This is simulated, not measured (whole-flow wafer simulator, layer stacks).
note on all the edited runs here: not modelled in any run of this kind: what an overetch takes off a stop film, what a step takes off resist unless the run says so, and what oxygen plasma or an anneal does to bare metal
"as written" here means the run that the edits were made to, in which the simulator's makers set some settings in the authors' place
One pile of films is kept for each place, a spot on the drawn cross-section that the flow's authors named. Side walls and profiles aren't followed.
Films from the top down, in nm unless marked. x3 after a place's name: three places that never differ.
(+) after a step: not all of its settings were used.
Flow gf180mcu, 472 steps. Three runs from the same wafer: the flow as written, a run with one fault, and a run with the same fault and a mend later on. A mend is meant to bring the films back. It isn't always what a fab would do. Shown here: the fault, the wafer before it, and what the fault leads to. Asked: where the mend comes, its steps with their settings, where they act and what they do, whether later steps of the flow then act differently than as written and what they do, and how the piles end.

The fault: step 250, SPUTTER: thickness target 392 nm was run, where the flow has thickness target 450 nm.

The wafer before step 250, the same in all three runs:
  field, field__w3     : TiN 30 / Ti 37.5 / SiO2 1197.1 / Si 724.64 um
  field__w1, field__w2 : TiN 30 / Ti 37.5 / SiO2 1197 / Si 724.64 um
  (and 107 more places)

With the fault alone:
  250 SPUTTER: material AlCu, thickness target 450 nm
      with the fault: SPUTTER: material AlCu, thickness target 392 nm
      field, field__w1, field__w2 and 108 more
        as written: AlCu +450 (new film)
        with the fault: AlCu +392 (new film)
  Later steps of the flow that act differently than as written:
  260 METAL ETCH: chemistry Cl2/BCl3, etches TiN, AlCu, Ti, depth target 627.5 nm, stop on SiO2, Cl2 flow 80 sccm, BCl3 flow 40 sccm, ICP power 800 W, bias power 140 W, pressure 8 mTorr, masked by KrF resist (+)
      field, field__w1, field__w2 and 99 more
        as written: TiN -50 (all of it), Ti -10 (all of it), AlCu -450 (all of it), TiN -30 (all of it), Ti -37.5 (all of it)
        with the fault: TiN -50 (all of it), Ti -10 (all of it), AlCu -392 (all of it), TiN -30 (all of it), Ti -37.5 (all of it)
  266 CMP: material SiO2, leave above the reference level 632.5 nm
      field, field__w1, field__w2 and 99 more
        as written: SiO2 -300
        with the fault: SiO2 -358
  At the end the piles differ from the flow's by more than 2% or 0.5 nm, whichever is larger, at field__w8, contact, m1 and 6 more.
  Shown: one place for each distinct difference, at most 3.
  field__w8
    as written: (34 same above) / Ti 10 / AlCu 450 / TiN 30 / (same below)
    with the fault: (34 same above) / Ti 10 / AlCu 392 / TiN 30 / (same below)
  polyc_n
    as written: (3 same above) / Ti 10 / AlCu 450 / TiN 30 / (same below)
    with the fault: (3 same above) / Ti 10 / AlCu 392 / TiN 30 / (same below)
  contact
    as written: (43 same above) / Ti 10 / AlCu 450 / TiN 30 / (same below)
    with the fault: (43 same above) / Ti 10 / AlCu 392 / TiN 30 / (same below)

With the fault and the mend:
  The mend comes after step 250.
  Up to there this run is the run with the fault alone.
  250a SPUTTER: material AlCu, thickness target 58 nm (the flow's step 250 once more, with other settings)
      field, field__w1, field__w2 and 108 more
        AlCu +58
  No later step of the flow acts differently than as written at any place that is followed.
  At the end the piles are the same as the flow's at every place that both follow.
